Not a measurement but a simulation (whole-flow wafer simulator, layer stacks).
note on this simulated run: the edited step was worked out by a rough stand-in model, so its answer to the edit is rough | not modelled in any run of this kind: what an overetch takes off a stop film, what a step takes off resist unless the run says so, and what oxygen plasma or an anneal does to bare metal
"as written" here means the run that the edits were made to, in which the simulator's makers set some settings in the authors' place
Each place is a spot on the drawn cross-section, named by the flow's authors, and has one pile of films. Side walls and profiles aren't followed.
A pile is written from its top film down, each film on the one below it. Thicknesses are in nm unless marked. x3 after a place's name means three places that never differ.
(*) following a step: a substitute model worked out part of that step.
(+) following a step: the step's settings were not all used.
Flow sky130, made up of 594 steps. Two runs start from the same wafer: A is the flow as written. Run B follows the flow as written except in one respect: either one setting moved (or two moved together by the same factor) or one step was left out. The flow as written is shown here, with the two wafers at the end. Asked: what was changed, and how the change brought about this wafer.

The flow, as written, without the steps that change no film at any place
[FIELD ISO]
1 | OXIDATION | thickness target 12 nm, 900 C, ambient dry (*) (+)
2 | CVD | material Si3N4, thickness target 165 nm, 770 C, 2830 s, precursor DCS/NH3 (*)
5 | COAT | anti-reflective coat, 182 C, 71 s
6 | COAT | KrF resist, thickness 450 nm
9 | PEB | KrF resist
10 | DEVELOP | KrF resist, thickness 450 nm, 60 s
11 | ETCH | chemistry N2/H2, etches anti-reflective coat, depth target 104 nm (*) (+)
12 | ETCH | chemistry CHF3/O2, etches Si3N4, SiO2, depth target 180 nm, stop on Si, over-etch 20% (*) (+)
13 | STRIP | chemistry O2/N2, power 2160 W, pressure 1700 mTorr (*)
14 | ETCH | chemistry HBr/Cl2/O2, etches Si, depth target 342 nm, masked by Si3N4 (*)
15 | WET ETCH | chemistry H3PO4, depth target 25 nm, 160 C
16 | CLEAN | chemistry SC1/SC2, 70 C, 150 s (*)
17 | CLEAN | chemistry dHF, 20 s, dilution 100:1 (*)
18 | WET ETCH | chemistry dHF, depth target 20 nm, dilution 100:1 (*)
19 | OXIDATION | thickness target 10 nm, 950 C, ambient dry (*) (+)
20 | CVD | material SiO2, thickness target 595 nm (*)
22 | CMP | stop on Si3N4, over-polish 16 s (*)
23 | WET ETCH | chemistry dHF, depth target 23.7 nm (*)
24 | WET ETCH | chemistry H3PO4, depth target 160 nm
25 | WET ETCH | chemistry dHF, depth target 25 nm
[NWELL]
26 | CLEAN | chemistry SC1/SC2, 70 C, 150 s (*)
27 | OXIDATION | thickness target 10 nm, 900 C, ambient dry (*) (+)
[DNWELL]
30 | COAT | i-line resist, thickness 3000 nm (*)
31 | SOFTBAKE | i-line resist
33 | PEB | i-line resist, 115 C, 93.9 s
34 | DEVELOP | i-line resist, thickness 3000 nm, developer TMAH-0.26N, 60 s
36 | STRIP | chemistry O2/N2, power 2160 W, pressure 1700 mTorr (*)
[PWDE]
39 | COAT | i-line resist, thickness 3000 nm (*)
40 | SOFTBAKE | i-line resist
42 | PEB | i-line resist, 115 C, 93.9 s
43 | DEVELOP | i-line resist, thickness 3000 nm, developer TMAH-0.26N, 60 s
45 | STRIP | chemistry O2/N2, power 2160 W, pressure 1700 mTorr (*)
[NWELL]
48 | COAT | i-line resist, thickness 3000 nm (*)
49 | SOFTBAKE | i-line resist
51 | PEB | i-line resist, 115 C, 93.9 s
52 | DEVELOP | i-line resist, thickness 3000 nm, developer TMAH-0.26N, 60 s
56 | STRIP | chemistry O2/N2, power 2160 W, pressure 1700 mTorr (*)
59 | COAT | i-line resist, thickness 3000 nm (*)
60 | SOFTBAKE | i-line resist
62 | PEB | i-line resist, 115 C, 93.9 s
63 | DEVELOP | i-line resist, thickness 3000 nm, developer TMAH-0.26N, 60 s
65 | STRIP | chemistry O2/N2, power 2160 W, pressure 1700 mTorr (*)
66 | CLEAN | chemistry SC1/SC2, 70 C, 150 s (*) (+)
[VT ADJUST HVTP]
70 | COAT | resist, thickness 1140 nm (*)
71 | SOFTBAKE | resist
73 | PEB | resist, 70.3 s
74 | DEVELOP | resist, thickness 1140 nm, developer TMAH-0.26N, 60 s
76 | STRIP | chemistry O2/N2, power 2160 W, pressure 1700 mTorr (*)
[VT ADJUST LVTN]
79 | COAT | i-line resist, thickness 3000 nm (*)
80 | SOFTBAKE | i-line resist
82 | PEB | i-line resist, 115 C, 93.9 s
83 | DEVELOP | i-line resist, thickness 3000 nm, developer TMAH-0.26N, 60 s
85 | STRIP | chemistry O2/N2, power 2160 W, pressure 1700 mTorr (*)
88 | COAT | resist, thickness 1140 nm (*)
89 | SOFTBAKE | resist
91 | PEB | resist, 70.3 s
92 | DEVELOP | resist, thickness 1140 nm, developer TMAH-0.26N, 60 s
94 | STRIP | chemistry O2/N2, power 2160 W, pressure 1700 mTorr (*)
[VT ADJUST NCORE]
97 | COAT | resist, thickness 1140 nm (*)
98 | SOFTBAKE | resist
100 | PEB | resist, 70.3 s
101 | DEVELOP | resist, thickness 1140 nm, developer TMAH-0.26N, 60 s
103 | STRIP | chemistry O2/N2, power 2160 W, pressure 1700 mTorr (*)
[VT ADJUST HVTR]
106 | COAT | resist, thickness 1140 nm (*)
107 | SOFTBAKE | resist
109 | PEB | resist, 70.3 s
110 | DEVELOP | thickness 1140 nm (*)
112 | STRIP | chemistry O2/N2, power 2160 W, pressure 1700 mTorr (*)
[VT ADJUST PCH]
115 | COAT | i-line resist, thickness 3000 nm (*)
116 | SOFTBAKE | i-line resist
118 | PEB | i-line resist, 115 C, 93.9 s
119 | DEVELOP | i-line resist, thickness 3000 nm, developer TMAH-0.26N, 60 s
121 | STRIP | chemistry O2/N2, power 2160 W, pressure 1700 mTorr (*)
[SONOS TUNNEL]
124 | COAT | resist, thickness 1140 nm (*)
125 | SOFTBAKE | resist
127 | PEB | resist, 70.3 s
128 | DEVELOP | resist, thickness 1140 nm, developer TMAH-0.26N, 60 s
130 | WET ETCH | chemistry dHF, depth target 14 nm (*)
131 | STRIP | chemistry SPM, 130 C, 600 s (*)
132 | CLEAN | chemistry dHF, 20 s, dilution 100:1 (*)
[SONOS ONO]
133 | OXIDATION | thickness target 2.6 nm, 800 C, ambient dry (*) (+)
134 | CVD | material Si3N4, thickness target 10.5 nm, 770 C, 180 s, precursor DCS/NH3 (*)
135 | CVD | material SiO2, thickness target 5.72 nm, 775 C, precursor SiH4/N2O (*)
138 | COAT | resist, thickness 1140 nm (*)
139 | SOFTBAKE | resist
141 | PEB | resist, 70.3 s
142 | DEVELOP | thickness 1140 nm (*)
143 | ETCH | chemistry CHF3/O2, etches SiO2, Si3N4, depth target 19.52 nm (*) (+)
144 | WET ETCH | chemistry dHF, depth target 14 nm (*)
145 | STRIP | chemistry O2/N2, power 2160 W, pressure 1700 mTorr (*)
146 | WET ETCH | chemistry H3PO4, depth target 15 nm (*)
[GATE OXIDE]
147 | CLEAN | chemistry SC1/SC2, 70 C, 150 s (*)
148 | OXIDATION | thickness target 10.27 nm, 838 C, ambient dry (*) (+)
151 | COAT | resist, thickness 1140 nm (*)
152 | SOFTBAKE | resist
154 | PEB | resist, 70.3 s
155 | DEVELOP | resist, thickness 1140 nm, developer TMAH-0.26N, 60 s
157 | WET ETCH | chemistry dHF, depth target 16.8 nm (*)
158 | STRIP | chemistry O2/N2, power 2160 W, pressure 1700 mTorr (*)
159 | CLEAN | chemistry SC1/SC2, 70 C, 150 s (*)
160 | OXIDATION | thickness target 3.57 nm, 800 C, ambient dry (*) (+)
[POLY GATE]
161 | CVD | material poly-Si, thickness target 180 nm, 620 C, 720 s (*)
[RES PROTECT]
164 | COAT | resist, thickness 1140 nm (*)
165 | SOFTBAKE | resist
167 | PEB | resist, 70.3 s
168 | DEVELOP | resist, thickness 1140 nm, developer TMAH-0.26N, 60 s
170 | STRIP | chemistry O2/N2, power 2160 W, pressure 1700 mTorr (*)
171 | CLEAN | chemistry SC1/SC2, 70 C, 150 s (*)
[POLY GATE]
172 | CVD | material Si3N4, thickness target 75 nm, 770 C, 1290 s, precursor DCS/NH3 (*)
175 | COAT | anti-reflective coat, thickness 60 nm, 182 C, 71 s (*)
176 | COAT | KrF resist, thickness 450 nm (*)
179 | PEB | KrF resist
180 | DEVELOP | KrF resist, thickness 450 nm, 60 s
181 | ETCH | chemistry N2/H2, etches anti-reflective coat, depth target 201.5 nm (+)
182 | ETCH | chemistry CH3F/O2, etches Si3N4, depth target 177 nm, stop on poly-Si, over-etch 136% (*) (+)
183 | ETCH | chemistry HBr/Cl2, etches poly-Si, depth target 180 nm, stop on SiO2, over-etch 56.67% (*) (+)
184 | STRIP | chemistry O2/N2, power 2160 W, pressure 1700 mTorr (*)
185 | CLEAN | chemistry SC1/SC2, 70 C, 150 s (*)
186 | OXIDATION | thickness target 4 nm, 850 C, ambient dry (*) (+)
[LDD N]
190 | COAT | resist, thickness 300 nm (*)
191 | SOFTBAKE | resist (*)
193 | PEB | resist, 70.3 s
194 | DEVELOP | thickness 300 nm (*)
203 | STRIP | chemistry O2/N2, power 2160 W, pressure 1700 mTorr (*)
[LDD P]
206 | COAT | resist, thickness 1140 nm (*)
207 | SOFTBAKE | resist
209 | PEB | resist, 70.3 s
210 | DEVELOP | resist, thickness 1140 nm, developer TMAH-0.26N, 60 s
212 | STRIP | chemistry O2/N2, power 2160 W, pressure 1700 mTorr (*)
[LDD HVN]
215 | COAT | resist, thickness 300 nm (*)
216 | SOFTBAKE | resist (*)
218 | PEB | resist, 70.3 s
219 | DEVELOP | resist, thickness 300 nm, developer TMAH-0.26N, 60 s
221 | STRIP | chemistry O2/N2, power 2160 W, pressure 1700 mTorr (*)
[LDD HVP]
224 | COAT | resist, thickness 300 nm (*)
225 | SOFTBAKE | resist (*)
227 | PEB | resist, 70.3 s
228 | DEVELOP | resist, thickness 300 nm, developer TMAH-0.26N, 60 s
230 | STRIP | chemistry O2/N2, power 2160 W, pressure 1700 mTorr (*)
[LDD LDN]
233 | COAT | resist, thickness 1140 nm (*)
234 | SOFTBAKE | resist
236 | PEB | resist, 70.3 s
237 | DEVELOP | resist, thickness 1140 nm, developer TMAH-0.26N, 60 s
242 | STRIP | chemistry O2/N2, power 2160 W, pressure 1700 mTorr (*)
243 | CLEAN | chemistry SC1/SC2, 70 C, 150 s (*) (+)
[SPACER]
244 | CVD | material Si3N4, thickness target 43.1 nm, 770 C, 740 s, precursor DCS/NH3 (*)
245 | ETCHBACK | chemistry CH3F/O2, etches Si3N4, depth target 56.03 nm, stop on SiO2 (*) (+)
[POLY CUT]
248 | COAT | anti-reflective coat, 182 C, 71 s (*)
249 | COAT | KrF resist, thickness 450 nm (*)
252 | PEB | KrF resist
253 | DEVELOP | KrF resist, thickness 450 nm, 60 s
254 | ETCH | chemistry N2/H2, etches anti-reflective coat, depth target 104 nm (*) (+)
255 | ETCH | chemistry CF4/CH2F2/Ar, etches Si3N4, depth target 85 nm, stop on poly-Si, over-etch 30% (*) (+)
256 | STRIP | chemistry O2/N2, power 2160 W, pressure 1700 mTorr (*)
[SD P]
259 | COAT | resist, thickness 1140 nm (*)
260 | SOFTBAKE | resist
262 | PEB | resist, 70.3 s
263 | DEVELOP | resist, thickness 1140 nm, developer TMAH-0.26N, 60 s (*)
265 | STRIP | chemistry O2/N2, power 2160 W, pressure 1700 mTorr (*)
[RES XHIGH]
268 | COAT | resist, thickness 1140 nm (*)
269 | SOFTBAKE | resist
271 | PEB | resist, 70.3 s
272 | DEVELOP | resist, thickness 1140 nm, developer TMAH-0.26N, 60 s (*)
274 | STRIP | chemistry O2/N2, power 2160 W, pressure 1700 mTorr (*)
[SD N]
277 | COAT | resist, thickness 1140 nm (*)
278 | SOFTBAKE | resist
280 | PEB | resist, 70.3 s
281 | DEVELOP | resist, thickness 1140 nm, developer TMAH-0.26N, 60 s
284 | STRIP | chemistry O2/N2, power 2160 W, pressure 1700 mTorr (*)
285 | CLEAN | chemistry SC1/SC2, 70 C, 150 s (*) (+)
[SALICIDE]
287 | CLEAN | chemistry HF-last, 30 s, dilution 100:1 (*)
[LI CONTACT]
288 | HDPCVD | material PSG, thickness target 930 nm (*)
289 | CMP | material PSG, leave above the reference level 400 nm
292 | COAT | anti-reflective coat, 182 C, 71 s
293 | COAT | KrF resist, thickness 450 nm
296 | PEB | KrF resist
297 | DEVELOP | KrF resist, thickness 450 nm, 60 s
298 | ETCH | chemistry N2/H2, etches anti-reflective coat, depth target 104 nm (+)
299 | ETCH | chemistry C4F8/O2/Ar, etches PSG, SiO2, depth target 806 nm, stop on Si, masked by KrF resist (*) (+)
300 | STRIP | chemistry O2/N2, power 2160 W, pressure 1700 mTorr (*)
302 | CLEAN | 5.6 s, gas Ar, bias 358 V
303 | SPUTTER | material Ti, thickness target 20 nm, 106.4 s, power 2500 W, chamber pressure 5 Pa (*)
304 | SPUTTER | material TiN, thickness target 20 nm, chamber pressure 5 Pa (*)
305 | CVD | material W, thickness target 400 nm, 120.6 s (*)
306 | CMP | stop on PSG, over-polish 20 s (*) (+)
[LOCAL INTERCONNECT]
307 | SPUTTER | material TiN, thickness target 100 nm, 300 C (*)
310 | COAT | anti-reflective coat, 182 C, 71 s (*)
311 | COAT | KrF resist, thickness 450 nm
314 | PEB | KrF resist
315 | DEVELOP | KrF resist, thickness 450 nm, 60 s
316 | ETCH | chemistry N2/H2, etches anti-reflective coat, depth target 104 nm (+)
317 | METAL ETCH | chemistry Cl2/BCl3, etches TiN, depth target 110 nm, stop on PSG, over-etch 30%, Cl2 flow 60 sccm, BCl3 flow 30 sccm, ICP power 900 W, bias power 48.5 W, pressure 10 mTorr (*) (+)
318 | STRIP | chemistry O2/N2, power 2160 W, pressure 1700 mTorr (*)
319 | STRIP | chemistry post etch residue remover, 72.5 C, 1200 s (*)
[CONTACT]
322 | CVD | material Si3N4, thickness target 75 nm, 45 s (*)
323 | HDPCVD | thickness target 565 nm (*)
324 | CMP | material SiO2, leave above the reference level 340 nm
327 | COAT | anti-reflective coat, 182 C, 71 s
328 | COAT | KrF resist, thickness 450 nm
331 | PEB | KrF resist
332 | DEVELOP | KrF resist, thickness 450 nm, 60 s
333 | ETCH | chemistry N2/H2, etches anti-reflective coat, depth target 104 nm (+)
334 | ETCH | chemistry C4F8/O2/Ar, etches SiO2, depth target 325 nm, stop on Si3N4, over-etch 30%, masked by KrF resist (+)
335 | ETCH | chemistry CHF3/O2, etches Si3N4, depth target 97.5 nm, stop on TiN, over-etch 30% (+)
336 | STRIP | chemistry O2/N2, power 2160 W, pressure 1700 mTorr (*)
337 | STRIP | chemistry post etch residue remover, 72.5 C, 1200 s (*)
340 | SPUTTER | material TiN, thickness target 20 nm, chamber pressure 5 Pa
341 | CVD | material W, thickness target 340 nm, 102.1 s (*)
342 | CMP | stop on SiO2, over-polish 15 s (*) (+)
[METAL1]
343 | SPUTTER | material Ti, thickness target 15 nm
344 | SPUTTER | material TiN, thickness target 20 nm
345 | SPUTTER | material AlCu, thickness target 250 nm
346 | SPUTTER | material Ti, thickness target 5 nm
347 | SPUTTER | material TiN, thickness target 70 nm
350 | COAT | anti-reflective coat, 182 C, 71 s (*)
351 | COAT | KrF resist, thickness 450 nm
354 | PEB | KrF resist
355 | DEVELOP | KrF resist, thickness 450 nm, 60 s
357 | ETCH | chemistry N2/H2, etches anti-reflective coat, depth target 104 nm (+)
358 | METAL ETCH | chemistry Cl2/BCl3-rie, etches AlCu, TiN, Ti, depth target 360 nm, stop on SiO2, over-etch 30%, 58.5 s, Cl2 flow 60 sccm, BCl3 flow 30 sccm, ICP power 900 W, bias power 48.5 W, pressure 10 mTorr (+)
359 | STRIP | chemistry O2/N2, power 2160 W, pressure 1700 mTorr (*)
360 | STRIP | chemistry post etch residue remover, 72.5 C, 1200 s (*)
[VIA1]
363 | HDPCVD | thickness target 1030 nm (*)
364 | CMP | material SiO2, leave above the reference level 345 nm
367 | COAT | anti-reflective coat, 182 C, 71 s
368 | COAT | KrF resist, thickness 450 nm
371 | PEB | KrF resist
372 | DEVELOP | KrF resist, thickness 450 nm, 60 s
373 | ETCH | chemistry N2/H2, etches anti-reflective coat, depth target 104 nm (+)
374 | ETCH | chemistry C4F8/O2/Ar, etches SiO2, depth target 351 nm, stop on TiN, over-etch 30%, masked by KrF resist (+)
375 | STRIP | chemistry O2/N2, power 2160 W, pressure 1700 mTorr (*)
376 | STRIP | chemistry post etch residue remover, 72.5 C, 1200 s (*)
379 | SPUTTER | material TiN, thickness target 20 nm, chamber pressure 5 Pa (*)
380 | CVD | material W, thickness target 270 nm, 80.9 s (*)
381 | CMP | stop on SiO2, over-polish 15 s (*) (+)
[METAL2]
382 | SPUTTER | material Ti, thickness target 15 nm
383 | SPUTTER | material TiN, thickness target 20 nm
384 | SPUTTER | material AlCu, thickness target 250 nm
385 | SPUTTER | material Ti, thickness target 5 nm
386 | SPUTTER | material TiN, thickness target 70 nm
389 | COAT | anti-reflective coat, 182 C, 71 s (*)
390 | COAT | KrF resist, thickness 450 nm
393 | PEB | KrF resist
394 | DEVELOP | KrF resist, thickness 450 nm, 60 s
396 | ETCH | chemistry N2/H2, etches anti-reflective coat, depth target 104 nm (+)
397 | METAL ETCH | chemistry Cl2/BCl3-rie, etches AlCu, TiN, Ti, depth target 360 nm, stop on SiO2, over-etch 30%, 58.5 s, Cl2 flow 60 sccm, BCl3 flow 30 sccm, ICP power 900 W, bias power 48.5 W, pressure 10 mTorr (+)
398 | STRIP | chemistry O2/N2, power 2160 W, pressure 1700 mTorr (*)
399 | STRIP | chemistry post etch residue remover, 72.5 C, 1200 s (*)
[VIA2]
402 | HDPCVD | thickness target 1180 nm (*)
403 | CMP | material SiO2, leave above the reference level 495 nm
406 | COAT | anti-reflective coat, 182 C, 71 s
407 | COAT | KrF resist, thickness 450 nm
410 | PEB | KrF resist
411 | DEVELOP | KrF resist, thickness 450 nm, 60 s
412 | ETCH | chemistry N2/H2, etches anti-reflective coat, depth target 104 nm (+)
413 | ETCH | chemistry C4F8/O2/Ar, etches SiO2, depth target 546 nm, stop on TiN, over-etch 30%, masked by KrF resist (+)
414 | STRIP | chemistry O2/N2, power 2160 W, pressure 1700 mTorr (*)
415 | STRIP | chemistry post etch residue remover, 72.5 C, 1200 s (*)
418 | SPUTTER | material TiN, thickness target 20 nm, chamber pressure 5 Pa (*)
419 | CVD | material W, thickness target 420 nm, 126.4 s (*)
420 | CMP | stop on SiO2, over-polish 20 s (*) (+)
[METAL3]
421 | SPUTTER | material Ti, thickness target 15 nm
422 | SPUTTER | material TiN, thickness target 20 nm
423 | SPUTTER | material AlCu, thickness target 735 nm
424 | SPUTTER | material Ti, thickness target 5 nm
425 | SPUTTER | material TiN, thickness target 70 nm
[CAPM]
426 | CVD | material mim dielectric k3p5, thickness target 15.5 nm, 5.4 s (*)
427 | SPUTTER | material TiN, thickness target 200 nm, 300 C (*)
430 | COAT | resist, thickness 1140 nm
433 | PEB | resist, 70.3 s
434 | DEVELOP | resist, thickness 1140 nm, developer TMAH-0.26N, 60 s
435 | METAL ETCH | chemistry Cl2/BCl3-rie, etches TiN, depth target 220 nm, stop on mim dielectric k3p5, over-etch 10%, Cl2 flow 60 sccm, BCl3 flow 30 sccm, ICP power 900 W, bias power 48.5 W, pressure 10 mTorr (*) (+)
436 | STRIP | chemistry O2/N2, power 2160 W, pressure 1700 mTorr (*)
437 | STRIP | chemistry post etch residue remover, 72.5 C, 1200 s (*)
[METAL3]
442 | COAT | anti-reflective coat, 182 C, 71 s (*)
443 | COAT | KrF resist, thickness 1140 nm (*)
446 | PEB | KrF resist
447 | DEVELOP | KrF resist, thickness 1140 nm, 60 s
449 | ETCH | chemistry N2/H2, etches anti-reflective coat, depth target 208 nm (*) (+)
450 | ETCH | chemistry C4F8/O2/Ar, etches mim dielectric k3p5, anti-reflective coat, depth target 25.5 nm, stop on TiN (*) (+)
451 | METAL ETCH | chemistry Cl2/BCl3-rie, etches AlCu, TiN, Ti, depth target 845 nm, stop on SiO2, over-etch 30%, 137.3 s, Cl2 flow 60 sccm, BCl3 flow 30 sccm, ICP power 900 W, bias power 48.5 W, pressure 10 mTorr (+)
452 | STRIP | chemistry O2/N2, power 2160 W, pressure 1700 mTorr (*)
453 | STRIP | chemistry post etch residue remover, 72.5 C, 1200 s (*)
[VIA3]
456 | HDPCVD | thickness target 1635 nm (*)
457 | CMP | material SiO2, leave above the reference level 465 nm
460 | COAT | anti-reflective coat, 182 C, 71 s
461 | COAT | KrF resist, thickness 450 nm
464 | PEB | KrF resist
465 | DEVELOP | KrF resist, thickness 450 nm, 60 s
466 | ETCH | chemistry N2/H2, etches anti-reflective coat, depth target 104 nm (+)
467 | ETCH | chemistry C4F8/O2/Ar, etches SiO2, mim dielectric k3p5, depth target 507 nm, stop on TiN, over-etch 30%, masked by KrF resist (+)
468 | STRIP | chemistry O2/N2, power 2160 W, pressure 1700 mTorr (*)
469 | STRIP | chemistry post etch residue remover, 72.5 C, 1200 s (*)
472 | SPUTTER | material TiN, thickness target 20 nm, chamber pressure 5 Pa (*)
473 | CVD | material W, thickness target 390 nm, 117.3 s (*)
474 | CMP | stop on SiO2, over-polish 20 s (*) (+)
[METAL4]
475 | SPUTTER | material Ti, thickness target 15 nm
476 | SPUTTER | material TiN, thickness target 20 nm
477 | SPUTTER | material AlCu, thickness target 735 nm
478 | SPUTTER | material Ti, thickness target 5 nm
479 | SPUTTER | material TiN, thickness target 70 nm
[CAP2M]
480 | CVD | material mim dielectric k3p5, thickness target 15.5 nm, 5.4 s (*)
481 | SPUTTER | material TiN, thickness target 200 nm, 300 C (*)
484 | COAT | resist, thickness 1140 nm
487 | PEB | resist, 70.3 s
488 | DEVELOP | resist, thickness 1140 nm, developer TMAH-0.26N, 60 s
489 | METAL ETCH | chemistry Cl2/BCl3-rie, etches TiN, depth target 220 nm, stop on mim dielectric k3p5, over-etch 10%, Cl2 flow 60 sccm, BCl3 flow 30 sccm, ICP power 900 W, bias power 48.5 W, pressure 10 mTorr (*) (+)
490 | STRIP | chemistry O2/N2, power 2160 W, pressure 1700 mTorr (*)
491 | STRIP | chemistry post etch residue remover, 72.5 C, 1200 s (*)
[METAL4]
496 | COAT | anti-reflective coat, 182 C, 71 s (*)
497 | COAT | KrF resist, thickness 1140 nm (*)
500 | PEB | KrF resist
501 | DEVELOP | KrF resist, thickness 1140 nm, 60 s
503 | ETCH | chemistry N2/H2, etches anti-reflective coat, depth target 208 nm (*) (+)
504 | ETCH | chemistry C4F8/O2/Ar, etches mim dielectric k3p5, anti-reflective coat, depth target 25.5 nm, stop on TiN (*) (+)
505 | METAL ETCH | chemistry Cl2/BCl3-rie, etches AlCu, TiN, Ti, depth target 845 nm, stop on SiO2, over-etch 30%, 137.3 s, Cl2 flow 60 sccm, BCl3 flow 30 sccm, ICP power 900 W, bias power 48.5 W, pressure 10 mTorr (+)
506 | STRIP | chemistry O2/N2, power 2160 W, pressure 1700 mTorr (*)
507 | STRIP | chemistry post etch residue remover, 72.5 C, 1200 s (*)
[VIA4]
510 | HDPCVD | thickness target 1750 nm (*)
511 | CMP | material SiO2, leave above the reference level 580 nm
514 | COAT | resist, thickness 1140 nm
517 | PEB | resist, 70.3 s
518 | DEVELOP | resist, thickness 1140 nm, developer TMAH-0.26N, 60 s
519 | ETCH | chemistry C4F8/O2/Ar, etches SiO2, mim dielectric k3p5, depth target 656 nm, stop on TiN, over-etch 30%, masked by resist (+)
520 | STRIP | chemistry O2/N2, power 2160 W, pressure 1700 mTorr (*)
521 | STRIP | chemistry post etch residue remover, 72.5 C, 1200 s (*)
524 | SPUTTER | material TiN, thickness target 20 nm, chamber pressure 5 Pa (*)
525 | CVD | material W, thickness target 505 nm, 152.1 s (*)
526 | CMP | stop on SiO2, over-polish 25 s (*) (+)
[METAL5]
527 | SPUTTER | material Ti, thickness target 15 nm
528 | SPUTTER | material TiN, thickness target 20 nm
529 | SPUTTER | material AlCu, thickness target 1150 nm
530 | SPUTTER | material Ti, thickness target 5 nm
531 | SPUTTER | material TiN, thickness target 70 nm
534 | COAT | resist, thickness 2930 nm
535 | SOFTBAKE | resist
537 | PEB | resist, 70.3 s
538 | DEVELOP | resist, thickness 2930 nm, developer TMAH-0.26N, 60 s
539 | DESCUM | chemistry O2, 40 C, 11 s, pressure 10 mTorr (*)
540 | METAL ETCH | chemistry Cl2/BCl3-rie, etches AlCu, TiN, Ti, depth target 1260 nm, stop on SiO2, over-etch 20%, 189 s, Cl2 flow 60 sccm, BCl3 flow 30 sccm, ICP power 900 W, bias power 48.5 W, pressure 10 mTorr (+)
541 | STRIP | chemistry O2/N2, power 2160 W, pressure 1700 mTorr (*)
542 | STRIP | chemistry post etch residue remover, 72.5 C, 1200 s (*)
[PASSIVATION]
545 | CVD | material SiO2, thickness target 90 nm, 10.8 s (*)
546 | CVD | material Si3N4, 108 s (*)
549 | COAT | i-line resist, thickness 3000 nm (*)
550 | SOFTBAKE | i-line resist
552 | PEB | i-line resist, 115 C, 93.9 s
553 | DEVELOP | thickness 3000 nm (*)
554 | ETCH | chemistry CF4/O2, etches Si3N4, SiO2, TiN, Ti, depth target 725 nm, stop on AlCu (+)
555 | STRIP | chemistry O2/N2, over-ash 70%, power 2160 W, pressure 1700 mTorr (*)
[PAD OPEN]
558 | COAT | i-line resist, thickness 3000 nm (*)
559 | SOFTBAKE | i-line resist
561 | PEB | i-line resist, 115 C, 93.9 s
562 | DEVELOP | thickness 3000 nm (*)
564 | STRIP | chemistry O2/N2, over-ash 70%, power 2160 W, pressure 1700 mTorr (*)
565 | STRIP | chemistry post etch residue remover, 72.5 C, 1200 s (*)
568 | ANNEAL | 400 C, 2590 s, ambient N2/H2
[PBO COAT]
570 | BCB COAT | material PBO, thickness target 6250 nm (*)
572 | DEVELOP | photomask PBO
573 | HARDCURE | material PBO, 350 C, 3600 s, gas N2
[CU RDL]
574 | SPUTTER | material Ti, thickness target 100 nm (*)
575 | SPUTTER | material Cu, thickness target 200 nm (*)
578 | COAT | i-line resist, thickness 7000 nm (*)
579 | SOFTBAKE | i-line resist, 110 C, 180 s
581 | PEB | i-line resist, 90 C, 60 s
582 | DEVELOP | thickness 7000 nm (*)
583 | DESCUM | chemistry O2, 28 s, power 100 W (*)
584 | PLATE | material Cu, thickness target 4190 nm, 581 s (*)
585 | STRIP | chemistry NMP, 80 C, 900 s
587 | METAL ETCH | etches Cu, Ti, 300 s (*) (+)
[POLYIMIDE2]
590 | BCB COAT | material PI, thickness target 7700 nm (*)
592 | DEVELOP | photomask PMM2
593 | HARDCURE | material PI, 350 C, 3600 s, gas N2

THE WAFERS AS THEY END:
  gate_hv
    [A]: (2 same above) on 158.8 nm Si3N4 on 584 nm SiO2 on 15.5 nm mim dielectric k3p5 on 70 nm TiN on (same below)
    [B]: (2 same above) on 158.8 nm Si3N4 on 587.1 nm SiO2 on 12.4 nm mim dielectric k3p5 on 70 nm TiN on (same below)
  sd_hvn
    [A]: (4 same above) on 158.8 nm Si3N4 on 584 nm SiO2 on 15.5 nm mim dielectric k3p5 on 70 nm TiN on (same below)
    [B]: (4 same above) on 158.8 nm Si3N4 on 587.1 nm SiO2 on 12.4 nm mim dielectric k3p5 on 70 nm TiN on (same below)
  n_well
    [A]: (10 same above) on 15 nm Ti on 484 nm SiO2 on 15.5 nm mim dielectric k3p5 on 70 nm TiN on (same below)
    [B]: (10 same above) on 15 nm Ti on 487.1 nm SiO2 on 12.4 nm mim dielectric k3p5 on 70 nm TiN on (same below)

The reason: step 480, CVD: thickness target 12.4 nm was run, though the flow has thickness target 15.5 nm; step 480, CVD: 4.32 s was run, where the flow has 5.4 s.
The wafer lets one read it off: gate_hv has mim dielectric k3p5 12.4, and step 480 as written asks for 15.5 nm.

The path from the change to this, step by step:
  480 | CVD | material mim dielectric k3p5, thickness target 15.5 nm, 5.4 s (*)
      field, active, n_well and 189 more: A +15.5 mim dielectric k3p5 (new film) | B +12.4 mim dielectric k3p5 (new film)
  504 | ETCH | chemistry C4F8/O2/Ar, etches mim dielectric k3p5, anti-reflective coat, depth target 25.5 nm, stop on TiN (*) (+)
      n_well, p_well, gate_hv and 102 more: A -15.5 KrF resist | B -12.4 KrF resist
      field, active, gate and 85 more: A -15.5 mim dielectric k3p5 (all of it) | B -12.4 mim dielectric k3p5 (all of it)
  519 | ETCH | chemistry C4F8/O2/Ar, etches SiO2, mim dielectric k3p5, depth target 656 nm, stop on TiN, over-etch 30%, masked by resist (+)
      m1: A -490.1 SiO2 (all of it), -15.5 mim dielectric k3p5 (all of it) | B -493.2 SiO2 (all of it), -12.4 mim dielectric k3p5 (all of it)
      via4_hole: A -489.5 SiO2 (all of it), -15.5 mim dielectric k3p5 (all of it) | B -492.6 SiO2 (all of it), -12.4 mim dielectric k3p5 (all of it)
